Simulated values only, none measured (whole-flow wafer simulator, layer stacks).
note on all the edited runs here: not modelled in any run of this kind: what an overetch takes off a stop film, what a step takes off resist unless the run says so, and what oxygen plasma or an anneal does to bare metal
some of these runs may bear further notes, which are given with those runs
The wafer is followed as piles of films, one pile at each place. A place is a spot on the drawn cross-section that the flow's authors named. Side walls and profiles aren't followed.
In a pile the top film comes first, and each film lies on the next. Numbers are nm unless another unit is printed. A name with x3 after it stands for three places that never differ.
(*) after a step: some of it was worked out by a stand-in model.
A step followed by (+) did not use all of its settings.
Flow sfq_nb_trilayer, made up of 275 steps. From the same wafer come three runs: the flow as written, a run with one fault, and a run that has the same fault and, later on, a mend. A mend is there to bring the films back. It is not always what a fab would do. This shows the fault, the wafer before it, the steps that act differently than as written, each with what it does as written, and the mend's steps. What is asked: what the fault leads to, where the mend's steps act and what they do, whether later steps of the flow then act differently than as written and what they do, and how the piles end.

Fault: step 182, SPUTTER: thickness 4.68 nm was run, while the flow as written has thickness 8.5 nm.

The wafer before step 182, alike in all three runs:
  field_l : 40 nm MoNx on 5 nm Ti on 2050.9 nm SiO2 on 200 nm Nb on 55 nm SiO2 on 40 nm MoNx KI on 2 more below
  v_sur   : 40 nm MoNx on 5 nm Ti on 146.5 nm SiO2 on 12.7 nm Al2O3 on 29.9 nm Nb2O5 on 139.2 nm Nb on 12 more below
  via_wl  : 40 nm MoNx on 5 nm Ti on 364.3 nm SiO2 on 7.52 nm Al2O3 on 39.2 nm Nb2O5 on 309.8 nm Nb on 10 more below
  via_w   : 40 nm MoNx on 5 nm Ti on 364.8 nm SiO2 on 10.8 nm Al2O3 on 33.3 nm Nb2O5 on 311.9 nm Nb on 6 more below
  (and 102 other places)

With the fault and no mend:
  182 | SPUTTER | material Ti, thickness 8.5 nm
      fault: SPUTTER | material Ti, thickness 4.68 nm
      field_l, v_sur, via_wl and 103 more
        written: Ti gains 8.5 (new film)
        fault: Ti gains 4.68 (new film)
  Later steps of the flow acting differently than as written (not shown: 12 more steps that differ only slightly, by at most 2% or 0.5 nm, whichever is larger):
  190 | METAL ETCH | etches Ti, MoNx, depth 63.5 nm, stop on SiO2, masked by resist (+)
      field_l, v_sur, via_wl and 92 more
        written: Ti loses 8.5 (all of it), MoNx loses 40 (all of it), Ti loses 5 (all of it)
        fault: Ti loses 4.68 (all of it), MoNx loses 40 (all of it), Ti loses 5 (all of it)
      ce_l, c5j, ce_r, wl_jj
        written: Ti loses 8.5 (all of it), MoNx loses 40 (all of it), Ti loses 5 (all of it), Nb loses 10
        fault: Ti loses 4.68 (all of it), MoNx loses 40 (all of it), Ti loses 5 (all of it), Nb loses 13.8
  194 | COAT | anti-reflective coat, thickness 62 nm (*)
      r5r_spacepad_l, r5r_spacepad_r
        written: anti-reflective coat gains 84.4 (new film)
        fault: anti-reflective coat gains 82.7 (new film)
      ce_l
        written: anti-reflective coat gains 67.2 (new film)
        fault: anti-reflective coat gains 68.9 (new film)
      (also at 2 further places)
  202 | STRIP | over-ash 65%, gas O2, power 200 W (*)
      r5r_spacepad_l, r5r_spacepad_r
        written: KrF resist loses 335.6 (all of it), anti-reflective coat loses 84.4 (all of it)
        fault: KrF resist loses 335.5 (all of it), anti-reflective coat loses 82.7 (all of it)
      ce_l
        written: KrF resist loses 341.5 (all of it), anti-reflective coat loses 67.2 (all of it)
        fault: KrF resist loses 342.5 (all of it), anti-reflective coat loses 68.9 (all of it)
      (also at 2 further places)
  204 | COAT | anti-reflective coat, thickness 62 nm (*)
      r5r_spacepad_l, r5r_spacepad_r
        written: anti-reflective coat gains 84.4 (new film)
        fault: anti-reflective coat gains 82.7 (new film)
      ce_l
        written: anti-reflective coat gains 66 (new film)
        fault: anti-reflective coat gains 67.7 (new film)
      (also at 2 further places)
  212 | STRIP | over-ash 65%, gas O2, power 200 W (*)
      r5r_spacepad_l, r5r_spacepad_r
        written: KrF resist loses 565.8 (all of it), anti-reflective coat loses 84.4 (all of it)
        fault: KrF resist loses 565.3 (all of it), anti-reflective coat loses 82.7 (all of it)
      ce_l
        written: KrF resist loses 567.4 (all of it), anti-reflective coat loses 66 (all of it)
        fault: KrF resist loses 568.1 (all of it), anti-reflective coat loses 67.7 (all of it)
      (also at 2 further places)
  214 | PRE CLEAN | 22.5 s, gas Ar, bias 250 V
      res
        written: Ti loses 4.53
        fault: Ti loses 4.68 (all of it)
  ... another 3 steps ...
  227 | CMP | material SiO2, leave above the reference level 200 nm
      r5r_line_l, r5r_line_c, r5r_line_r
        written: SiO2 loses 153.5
        fault: SiO2 loses 149.7
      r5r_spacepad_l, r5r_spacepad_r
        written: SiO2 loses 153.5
        fault: SiO2 loses 147.2
  The piles end different from the flow's at ce_l, ce_r, be_r and 7 more by more than 2% or 0.5 nm, whichever is larger.
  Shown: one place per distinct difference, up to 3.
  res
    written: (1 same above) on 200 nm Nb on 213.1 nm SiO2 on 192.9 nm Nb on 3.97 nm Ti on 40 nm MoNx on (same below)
    fault: (1 same above) on 200 nm Nb on 217.1 nm SiO2 on 192.9 nm Nb on 40 nm MoNx on (same below)
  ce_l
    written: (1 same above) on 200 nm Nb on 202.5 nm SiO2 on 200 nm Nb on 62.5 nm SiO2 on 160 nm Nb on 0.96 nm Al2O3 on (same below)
    fault: (1 same above) on 200 nm Nb on 206.3 nm SiO2 on 200 nm Nb on 62.5 nm SiO2 on 156.2 nm Nb on 0.96 nm Al2O3 on (same below)
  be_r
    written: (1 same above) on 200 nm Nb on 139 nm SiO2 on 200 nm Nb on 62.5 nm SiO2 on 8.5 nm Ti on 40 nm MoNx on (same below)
    fault: (1 same above) on 200 nm Nb on 142.8 nm SiO2 on 200 nm Nb on 62.5 nm SiO2 on 4.68 nm Ti on 40 nm MoNx on (same below)

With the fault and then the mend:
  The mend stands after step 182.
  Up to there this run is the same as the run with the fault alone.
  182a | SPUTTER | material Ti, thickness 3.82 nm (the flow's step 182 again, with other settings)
      field_l, v_sur, via_wl and 103 more
        Ti gains 3.82
  None of the later steps of the flow acts differently than as written at any place that is followed.
  By the end, the piles equal the flow's at every place that both follow.
